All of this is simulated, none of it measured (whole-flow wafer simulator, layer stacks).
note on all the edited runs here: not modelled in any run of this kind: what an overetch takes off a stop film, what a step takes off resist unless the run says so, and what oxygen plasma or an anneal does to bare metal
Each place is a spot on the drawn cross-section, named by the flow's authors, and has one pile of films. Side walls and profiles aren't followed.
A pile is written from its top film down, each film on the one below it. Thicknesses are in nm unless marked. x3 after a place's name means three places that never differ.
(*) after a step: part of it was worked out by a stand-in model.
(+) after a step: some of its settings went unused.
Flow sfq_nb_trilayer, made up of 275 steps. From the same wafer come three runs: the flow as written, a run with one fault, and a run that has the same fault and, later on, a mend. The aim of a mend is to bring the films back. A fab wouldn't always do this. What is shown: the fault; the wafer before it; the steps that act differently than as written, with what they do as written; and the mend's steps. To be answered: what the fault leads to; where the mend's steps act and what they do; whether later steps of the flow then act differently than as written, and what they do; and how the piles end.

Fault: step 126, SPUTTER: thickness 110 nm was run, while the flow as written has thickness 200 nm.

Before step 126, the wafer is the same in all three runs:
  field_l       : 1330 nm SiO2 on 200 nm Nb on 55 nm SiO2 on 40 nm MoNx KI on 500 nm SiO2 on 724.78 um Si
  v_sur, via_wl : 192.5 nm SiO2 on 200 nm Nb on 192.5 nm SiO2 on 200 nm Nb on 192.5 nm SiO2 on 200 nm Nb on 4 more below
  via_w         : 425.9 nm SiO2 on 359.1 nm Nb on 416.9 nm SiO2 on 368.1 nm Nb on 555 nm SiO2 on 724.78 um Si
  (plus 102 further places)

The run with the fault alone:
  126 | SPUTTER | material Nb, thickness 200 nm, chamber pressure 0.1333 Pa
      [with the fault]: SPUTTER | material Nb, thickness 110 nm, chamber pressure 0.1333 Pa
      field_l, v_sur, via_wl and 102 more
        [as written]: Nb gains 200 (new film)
        [with the fault]: Nb gains 110 (new film)
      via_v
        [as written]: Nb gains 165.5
        [with the fault]: Nb gains 90.7
  Later steps of the flow acting differently than as written (4 other steps are not shown; they differ only slightly, by no more than 2% or 0.5 nm, whichever is larger):
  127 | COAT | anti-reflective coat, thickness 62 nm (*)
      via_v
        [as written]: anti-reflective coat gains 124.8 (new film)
        [with the fault]: anti-reflective coat gains 120.2 (new film)
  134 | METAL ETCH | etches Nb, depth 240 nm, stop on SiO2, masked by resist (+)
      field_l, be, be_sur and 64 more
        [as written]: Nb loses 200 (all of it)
        [with the fault]: Nb loses 110 (all of it)
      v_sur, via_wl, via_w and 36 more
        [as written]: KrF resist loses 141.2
        [with the fault]: KrF resist loses 97.1
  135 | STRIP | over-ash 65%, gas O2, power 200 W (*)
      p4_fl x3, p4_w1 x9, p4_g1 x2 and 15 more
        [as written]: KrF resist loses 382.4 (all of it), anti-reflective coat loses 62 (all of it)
        [with the fault]: KrF resist loses 426.5 (all of it), anti-reflective coat loses 62 (all of it)
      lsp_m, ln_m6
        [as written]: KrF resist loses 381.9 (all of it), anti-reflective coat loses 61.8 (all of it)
        [with the fault]: KrF resist loses 426.1 (all of it), anti-reflective coat loses 61.8 (all of it)
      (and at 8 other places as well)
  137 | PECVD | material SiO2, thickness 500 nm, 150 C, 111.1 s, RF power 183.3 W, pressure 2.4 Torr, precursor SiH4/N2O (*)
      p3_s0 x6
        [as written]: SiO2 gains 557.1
        [with the fault]: SiO2 gains 500
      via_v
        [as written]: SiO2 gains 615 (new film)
        [with the fault]: SiO2 gains 590 (new film)
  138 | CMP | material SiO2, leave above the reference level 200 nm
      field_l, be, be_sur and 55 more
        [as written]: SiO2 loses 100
        [with the fault]: SiO2 loses 190
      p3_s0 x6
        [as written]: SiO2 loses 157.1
        [with the fault]: SiO2 loses 190
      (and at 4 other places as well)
  By the end, the piles at field_l, v_sur, via_wl and 103 more depart from the flow's by more than 2% or 0.5 nm, whichever is larger.
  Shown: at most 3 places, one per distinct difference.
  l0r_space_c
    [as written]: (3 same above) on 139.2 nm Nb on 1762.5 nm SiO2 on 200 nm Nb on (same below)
    [with the fault]: (3 same above) on 139.2 nm Nb on 1672.5 nm SiO2 on 200 nm Nb on (same below)
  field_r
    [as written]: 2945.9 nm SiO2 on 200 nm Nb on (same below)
    [with the fault]: 2855.9 nm SiO2 on 200 nm Nb on (same below)
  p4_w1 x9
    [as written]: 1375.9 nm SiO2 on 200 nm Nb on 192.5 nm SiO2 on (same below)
    [with the fault]: 1375.9 nm SiO2 on 110 nm Nb on 192.5 nm SiO2 on (same below)

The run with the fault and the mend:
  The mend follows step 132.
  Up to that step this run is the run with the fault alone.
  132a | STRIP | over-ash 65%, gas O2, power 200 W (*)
      p3_s0 x6, p3_fr x3, wl_d_sl and 38 more
        anti-reflective coat loses 62 (all of it)
      p4_fl x3, p4_w1 x9, p4_g1 x2 and 15 more
        KrF resist loses 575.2 (all of it), anti-reflective coat loses 62 (all of it)
      moat, field_r, lsp_l, lsp_r, l0_sur, l0v
        anti-reflective coat loses 61.8 (all of it)
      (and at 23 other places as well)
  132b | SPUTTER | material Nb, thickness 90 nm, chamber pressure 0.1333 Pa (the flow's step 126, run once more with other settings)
      field_l, v_sur, via_wl and 102 more
        Nb gains 90
      via_v
        Nb gains 73
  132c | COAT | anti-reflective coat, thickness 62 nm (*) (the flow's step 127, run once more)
      p4_fl x3, p4_w1 x9, p4_g1 x2 and 63 more
        anti-reflective coat gains 62 (new film)
      moat, field_r, lsp_l and 6 more
        anti-reflective coat gains 61.8 (new film)
      be_r, r_sur, res, r_end
        anti-reflective coat gains 61.7 (new film)
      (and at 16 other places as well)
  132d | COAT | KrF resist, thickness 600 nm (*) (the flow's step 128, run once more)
      p4_fl x3, p4_w1 x9, p4_g1 x2 and 63 more
        KrF resist gains 600 (new film)
      field_r, lsp_l, ln_m5, lsp_m, l0v
        KrF resist gains 599.5 (new film)
      ln_m6, lsp_r, l0_sur
        KrF resist gains 599.6 (new film)
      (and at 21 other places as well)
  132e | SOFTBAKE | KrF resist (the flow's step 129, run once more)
      does not change any film at any place that is followed
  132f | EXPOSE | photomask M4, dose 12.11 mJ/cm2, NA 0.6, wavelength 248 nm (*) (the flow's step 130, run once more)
      does not change any film at any place that is followed
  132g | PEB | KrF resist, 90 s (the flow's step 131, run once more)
      field_l, v_sur, via_wl and 97 more
        KrF resist loses 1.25
      via_w, via_wr, via_sp, wire, be
        KrF resist loses 1.24
      via_v
        KrF resist loses 1.61
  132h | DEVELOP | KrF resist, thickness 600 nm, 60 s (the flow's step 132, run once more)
      p3_s0 x6, p3_fr x3, wl_d_sl and 38 more
        KrF resist loses 598.7 (all of it)
      v_sur, via_wl, via_w and 36 more
        KrF resist loses 23.5
      moat, field_r, lsp_l
        KrF resist loses 598.2 (all of it)
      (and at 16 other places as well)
  None of the later steps of the flow differs from how it acts as written, at any place that is followed, by more than 2% or 0.5 nm, whichever is larger.
  The piles end only slightly different from the flow's at the places that both follow, by no more than 2% or 0.5 nm, whichever is larger.
